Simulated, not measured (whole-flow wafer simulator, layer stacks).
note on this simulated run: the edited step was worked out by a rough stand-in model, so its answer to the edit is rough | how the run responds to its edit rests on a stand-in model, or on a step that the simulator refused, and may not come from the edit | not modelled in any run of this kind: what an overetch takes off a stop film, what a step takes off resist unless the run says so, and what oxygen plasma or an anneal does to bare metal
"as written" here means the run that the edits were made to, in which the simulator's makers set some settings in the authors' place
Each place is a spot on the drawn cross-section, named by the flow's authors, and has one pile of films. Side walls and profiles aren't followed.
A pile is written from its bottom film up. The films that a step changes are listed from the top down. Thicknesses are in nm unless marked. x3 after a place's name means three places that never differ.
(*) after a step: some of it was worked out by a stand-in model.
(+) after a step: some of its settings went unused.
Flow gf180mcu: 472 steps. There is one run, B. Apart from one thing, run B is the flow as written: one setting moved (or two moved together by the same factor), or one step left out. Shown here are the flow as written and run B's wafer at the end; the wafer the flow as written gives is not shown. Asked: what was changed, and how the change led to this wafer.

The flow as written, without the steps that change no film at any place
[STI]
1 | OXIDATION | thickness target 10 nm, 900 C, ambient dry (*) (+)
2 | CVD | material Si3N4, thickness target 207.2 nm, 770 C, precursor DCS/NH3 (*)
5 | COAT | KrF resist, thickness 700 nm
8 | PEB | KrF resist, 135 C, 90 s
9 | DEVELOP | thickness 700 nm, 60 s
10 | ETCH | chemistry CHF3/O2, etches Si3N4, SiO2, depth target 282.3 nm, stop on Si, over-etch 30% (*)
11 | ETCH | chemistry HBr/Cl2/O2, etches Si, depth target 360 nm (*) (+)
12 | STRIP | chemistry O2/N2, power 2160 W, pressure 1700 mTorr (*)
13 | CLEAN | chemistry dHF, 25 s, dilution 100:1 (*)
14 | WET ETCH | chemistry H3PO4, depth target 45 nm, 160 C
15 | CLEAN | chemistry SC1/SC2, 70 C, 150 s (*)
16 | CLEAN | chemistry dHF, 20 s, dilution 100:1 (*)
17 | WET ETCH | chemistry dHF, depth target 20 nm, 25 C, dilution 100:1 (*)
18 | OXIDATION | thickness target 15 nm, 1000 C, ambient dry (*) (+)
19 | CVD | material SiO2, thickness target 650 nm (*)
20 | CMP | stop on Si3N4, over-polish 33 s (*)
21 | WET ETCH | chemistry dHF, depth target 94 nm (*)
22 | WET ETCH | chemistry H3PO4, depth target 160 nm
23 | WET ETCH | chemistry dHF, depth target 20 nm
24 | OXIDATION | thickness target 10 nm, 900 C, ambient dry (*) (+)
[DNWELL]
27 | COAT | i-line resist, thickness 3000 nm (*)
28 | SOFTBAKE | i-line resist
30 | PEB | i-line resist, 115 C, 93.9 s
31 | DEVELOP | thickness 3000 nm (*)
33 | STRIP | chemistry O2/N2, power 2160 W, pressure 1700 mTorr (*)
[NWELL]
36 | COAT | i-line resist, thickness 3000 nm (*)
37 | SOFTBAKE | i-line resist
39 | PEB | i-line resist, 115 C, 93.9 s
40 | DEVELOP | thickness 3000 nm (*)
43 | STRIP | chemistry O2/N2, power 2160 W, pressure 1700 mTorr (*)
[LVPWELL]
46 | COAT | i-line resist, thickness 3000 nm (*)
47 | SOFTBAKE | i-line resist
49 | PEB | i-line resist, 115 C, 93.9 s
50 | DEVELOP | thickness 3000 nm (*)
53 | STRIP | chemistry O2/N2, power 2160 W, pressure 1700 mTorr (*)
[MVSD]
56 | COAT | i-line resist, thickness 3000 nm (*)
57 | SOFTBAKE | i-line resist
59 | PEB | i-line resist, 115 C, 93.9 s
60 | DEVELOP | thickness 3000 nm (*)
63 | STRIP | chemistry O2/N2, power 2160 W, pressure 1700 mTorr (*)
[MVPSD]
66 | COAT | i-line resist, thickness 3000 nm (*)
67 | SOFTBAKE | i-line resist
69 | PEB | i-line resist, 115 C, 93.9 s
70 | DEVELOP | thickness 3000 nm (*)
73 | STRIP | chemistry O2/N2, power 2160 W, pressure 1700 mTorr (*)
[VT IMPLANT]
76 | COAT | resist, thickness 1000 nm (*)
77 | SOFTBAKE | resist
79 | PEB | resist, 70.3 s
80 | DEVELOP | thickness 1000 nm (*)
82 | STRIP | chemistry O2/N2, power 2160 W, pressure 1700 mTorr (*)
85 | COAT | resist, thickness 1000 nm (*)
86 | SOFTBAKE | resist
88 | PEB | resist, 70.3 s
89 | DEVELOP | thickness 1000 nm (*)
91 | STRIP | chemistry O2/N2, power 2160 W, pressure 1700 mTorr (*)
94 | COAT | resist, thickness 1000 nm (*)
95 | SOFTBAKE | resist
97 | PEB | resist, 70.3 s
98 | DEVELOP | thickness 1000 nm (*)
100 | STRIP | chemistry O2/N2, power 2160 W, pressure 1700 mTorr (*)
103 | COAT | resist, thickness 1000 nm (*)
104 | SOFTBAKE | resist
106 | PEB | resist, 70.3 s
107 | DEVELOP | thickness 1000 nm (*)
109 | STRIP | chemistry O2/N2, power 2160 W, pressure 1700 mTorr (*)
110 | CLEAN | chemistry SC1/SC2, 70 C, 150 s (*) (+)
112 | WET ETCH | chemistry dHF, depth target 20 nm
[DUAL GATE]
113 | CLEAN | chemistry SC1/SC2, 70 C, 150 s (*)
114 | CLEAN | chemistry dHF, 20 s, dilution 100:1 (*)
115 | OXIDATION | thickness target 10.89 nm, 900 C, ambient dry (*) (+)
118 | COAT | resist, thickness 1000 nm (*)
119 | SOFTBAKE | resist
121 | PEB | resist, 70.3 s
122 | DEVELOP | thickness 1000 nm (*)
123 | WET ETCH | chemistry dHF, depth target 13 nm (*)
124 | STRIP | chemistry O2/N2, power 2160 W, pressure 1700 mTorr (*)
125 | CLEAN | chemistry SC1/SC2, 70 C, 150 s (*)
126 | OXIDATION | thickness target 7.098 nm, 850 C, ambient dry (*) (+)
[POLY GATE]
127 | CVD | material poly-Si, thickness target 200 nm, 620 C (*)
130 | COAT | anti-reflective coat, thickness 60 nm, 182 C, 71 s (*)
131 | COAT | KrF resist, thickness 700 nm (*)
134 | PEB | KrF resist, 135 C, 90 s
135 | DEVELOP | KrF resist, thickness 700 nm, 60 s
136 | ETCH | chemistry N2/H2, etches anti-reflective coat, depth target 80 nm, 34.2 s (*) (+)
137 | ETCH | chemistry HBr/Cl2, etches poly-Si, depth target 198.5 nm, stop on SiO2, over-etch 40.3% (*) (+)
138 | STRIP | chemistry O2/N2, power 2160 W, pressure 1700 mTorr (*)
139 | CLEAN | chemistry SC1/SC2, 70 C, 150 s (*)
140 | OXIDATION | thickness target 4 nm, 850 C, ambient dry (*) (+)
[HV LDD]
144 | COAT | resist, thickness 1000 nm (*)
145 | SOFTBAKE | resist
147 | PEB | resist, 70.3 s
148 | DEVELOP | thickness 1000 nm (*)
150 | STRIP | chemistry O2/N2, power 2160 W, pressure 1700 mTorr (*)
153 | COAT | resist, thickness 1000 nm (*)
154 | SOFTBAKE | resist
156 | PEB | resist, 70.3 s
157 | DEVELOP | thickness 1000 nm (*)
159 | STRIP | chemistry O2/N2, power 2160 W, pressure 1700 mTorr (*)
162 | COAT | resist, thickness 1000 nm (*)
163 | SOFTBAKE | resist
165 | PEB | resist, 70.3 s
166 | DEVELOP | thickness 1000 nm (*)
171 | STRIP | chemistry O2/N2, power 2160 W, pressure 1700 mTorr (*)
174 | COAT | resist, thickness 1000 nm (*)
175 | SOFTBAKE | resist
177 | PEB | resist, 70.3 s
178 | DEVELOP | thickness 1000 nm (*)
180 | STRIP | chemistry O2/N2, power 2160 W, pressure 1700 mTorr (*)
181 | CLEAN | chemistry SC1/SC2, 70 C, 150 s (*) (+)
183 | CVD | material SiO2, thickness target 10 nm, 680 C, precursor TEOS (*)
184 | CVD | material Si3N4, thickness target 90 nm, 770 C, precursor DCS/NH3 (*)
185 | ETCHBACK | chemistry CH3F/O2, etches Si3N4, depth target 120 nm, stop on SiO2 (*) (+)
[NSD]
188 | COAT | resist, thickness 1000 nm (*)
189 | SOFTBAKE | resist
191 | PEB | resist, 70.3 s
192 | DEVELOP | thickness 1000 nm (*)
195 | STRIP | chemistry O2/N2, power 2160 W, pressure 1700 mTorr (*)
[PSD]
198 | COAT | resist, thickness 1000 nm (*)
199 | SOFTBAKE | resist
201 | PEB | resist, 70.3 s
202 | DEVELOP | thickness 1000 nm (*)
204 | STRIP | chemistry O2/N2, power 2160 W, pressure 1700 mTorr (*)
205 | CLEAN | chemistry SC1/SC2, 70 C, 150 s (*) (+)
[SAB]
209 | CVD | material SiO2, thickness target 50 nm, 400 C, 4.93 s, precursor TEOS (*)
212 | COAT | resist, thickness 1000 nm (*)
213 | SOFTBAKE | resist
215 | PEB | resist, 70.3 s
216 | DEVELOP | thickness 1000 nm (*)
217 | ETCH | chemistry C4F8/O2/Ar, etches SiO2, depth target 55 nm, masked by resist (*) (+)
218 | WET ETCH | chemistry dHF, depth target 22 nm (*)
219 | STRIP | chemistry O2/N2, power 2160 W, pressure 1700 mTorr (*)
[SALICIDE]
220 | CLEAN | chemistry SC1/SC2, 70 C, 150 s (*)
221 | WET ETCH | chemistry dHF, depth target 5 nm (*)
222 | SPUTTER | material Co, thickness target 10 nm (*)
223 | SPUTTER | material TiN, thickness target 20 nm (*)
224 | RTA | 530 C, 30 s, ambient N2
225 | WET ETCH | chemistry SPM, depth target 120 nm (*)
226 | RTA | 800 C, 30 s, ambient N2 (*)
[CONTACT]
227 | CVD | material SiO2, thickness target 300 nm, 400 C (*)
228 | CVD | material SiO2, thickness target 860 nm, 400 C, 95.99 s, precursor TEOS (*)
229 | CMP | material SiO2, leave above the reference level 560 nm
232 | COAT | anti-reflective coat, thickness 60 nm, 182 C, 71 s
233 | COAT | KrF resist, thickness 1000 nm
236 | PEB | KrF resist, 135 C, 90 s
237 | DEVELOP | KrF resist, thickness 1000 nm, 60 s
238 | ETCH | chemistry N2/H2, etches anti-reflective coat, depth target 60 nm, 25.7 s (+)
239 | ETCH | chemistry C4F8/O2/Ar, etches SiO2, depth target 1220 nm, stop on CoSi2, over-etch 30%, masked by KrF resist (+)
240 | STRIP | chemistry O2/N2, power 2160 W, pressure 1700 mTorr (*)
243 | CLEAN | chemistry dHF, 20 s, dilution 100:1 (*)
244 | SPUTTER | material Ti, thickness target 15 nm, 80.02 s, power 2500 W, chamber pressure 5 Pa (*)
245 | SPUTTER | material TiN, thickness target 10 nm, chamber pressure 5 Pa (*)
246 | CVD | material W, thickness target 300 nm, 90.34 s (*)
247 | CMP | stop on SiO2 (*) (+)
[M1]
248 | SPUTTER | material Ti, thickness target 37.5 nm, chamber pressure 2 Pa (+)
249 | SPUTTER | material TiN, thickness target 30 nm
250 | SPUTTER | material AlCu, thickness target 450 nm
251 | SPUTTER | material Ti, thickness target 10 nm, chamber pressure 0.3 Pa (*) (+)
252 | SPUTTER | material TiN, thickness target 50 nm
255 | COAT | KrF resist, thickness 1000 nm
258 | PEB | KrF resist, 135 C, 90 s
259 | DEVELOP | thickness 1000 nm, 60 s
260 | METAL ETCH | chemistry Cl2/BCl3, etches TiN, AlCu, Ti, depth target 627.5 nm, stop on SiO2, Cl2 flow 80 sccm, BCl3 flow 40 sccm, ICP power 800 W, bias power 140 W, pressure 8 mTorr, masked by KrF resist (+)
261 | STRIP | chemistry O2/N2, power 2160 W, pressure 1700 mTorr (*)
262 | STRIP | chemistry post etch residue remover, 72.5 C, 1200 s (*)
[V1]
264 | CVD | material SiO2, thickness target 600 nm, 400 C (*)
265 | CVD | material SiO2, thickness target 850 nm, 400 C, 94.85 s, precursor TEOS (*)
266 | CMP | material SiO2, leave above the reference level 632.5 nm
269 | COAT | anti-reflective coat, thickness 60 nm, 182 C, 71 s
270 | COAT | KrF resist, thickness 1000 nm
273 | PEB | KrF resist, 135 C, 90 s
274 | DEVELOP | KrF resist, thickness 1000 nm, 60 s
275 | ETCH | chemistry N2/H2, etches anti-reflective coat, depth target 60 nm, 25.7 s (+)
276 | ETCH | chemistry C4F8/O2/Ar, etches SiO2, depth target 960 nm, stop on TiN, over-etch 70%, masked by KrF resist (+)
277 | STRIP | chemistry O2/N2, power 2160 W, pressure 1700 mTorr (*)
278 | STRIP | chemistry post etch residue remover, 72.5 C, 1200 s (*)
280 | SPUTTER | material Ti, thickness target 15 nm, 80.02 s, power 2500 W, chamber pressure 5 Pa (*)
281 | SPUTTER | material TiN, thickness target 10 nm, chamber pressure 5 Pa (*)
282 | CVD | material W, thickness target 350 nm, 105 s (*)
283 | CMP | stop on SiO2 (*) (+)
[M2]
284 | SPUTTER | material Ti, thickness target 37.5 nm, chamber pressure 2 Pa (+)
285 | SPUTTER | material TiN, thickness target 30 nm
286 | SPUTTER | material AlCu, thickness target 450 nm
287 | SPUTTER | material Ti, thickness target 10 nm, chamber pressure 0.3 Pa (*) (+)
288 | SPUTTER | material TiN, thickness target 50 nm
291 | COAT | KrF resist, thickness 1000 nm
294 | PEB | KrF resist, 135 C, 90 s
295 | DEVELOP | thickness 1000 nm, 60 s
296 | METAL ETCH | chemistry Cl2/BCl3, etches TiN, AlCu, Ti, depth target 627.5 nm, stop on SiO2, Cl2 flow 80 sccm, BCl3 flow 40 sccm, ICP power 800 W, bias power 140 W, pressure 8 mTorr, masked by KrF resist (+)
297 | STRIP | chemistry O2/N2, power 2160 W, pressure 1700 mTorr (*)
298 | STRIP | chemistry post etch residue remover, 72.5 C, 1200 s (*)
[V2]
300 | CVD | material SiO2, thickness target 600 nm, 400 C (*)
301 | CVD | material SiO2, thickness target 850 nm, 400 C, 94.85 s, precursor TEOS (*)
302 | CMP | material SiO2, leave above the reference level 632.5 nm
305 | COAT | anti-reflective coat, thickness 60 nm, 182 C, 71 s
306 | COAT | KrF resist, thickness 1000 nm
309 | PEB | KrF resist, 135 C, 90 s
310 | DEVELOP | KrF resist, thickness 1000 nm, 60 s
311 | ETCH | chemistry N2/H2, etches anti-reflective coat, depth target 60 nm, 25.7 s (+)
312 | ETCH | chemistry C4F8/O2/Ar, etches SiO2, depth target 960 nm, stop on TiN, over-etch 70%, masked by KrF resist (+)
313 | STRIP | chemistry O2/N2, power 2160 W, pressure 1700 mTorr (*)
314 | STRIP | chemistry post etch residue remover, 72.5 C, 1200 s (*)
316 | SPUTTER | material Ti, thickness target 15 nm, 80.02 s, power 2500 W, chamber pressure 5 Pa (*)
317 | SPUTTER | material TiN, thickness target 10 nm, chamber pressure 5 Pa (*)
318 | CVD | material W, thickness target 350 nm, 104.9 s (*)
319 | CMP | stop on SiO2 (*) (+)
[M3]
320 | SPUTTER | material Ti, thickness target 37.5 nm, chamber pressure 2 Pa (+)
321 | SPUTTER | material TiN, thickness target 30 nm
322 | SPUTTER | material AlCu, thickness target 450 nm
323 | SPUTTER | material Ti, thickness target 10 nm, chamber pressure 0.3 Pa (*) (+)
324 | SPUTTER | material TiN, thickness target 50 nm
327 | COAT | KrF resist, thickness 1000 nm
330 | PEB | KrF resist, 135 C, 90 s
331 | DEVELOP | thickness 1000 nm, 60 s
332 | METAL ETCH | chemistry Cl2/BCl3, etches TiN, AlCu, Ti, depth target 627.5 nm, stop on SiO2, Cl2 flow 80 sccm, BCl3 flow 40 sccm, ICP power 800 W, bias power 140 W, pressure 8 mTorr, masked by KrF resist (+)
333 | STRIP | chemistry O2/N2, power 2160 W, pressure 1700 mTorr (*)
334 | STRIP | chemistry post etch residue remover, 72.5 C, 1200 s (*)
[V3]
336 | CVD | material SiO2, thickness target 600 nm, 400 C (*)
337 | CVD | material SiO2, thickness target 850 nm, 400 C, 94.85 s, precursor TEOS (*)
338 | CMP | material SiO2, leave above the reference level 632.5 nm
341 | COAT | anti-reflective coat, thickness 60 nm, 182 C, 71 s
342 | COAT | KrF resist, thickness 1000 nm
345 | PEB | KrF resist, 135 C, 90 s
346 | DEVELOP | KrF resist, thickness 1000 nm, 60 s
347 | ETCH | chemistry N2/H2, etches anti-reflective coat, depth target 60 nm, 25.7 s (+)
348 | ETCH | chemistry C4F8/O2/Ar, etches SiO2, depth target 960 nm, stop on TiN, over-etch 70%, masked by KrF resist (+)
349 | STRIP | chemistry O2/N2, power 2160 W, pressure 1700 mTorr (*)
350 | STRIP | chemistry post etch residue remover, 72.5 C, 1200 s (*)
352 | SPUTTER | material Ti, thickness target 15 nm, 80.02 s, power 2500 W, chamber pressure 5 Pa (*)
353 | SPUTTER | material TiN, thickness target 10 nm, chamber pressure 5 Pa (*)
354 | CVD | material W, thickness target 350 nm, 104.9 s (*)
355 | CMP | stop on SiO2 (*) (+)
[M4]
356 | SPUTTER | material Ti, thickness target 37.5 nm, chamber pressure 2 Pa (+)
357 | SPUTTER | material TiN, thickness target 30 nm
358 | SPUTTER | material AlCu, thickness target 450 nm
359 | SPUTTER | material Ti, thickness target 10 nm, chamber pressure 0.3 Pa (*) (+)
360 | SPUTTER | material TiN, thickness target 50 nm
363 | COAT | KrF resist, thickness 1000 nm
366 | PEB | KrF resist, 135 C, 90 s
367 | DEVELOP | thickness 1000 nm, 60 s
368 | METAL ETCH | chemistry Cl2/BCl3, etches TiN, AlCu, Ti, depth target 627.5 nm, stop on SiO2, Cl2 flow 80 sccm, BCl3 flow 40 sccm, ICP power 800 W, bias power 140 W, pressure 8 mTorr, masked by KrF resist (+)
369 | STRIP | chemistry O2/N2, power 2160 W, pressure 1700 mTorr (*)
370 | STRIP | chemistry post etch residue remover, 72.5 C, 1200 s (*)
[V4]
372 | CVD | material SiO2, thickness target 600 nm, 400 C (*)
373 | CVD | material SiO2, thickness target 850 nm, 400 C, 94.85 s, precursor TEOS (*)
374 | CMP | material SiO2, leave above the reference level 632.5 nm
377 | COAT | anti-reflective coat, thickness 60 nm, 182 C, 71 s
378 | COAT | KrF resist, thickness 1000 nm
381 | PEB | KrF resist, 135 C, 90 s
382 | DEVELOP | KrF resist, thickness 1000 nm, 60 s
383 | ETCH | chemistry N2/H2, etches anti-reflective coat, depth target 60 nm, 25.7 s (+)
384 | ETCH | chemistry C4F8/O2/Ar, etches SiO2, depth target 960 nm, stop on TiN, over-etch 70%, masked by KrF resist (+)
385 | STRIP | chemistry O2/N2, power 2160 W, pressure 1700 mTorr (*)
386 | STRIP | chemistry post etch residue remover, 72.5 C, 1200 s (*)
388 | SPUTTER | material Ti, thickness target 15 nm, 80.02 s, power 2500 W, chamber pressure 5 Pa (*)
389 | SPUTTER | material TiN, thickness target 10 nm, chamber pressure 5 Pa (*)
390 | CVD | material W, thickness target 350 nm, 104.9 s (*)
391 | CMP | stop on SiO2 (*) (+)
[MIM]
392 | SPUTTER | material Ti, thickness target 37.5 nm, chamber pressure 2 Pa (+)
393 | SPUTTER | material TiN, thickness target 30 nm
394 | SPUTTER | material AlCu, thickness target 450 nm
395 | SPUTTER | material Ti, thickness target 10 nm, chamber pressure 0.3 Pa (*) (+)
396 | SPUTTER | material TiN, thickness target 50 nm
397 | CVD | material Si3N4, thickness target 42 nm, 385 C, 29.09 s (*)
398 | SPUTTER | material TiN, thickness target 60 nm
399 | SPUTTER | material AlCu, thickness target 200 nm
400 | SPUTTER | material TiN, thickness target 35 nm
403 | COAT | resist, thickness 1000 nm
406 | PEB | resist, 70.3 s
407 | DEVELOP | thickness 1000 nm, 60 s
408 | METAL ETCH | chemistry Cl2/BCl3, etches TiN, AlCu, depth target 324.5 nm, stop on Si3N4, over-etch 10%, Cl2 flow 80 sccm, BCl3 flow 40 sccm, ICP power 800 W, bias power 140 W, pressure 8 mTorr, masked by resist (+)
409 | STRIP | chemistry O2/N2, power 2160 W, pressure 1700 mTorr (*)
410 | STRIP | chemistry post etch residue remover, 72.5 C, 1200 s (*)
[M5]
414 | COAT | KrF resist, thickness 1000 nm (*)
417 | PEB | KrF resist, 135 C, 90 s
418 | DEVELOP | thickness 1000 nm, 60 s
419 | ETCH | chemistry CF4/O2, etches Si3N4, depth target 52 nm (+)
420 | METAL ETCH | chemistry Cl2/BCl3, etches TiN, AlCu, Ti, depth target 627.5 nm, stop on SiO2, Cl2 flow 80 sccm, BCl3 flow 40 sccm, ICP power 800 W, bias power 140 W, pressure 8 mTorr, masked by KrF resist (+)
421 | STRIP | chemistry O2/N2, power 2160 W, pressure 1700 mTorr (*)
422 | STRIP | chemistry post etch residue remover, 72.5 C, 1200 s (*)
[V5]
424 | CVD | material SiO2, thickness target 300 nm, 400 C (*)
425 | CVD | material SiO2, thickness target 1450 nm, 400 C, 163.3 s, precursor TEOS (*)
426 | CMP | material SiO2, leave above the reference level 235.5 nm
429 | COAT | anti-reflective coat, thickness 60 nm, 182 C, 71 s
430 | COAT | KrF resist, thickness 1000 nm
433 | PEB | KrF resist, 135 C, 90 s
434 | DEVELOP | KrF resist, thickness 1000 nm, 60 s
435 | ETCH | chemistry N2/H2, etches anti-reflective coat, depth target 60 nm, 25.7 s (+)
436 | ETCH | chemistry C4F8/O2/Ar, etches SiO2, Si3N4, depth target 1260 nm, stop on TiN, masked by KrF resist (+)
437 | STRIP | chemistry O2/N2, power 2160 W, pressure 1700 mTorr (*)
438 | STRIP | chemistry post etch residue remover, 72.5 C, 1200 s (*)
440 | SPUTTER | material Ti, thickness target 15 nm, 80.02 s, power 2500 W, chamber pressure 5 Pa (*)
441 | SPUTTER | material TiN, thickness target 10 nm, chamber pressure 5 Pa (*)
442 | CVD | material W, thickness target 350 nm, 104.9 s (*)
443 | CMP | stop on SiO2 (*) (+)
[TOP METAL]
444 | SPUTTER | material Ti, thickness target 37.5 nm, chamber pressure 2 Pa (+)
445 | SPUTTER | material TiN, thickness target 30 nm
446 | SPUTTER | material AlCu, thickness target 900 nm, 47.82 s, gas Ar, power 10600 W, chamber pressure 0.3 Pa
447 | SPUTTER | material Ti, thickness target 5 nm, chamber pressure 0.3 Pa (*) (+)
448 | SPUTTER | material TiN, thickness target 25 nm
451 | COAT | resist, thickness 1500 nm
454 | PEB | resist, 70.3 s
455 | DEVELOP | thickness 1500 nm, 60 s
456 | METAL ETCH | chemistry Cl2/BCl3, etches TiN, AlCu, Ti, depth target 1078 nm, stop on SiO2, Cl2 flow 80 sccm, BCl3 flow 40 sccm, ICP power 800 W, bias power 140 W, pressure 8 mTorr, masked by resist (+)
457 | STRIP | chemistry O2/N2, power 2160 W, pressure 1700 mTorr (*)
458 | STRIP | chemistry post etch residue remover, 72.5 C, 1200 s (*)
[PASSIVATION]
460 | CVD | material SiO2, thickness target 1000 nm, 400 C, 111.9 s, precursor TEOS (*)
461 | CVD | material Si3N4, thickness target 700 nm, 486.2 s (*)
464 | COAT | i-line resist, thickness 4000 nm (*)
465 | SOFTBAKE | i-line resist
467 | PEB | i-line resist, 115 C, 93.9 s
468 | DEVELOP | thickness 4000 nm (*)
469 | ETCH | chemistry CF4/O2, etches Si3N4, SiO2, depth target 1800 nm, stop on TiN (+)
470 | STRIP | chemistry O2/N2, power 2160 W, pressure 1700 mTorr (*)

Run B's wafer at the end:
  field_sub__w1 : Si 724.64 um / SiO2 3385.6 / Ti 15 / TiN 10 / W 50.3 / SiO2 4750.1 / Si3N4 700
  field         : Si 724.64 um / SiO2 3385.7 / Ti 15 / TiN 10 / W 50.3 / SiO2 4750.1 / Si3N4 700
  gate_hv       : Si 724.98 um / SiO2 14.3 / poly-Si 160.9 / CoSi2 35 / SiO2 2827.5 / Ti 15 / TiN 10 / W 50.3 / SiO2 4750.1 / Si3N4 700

The reason: step 301, CVD: thickness target 434 nm was run, while the flow as written has thickness target 850 nm; step 301, CVD: 48.37 s was run, where the flow has 94.85 s.

How this came from the change, step by step:
  301 | CVD | material SiO2, thickness target 850 nm, 400 C, 94.85 s, precursor TEOS (*)
      field, field__w1, field__w2 and 108 more: SiO2 gains 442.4 (in the flow as written it would be: SiO2 gains 850)
  302 | CMP | material SiO2, leave above the reference level 632.5 nm
      field, field__w1, field__w2 and 103 more: nothing (in the flow as written it would be: SiO2 loses 300)
      field__w8, contact, m1, m1__w1, m1_nw: SiO2 loses 469.5 (in the flow as written it would be: SiO2 loses 877.1)
  305 | COAT | anti-reflective coat, thickness 60 nm, 182 C, 71 s
      gate_hv, polyc_n: anti-reflective coat gains 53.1 (new film) (in the flow as written it would be: anti-reflective coat gains 60 (new film))
      field: anti-reflective coat gains 103.2 (new film) (in the flow as written it would be: anti-reflective coat gains 60 (new film))
      (and at 18 other places as well)
  306 | COAT | KrF resist, thickness 1000 nm
      field__w1: KrF resist gains 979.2 (new film) (in the flow as written it would be: KrF resist gains 1000 (new film))
      n_well: KrF resist gains 972.5 (new film) (in the flow as written it would be: KrF resist gains 1000 (new film))
      (and at 9 other places as well)
  309 | PEB | KrF resist, 135 C, 90 s
      polyc_n, polyc_n_rim: KrF resist loses 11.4 (in the flow as written it would be: KrF resist loses 10.5)
      m1: KrF resist loses 9.63 (in the flow as written it would be: KrF resist loses 10.5)
      (and at 1 other place as well)
  310 | DEVELOP | KrF resist, thickness 1000 nm, 60 s
      contact: KrF resist loses 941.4 (all of it) (in the flow as written it would be: KrF resist loses 989.5 (all of it))
  311 | ETCH | chemistry N2/H2, etches anti-reflective coat, depth target 60 nm, 25.7 s (+)
      contact: anti-reflective coat loses 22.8 (all of it), SiO2 loses 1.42 (in the flow as written it would be: anti-reflective coat loses 60 (all of it), SiO2 loses 0.46)
  313 | STRIP | chemistry O2/N2, power 2160 W, pressure 1700 mTorr (*)
      field: KrF resist loses 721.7 (all of it), anti-reflective coat loses 103.2 (all of it) (in the flow as written it would be: KrF resist loses 739.2 (all of it), anti-reflective coat loses 60 (all of it))
      field__w1: KrF resist loses 718.6 (all of it), anti-reflective coat loses 85.1 (all of it) (in the flow as written it would be: KrF resist loses 739.2 (all of it), anti-reflective coat loses 60 (all of it))
      (and at 18 other places as well)
  316 | SPUTTER | material Ti, thickness target 15 nm, 80.02 s, power 2500 W, chamber pressure 5 Pa (*)
      contact: Ti gains 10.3 (new film) (in the flow as written it would be: Ti gains 9.65 (new film))
  318 | CVD | material W, thickness target 350 nm, 104.9 s (*)
      contact: W gains 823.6 (new film) (in the flow as written it would be: W gains 932.3 (new film))
  319 | CMP | stop on SiO2 (*) (+)
      field, field__w1, field__w2 and 103 more: W loses 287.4 (in the flow as written it would be: W loses 350 (all of it), TiN loses 10 (all of it), Ti loses 15 (all of it), SiO2 loses 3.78)
      field__w8, m1, m1__w1, m1_nw: W loses 350 (all of it), TiN loses 10 (all of it), Ti loses 15 (all of it), SiO2 loses 20 (in the flow as written it would be: W loses 350 (all of it), TiN loses 10 (all of it), Ti loses 15 (all of it), SiO2 loses 3.78)
      (and at 1 other place as well)
  332 | METAL ETCH | chemistry Cl2/BCl3, etches TiN, AlCu, Ti, depth target 627.5 nm, stop on SiO2, Cl2 flow 80 sccm, BCl3 flow 40 sccm, ICP power 800 W, bias power 140 W, pressure 8 mTorr, masked by KrF resist (+)
      field, field__w1, field__w2 and 103 more: TiN loses 50 (all of it), Ti loses 10 (all of it), AlCu loses 450 (all of it), TiN loses 30 (all of it), Ti loses 37.5 (all of it), W loses 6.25 (in the flow as written it would be: TiN loses 50 (all of it), Ti loses 10 (all of it), AlCu loses 450 (all of it), TiN loses 30 (all of it), Ti loses 37.5 (all of it))
  334 | STRIP | chemistry post etch residue remover, 72.5 C, 1200 s (*)
      field, field__w1, field__w2 and 103 more: W loses 6.01 (in the flow as written it would be: nothing)
  336 | CVD | material SiO2, thickness target 600 nm, 400 C (*)
      field, field__w1, field__w2 and 103 more: SiO2 gains 600 (new film) (in the flow as written it would be: SiO2 gains 600)
  338 | CMP | material SiO2, leave above the reference level 632.5 nm
      field, field__w1, field__w2 and 103 more: SiO2 loses 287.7 (in the flow as written it would be: SiO2 loses 300)
Taking metal films that touch as one body, field_sub__w1 has 1 body; the flow as written gives 0 bodies.
Taking metal films that touch as one body, field has 1 body; the flow as written gives 0 bodies.
Taking metal films that touch as one body, gate_hv has 2 bodies (between them, from the top down: SiO2 2827.5); the flow as written gives 1 body.
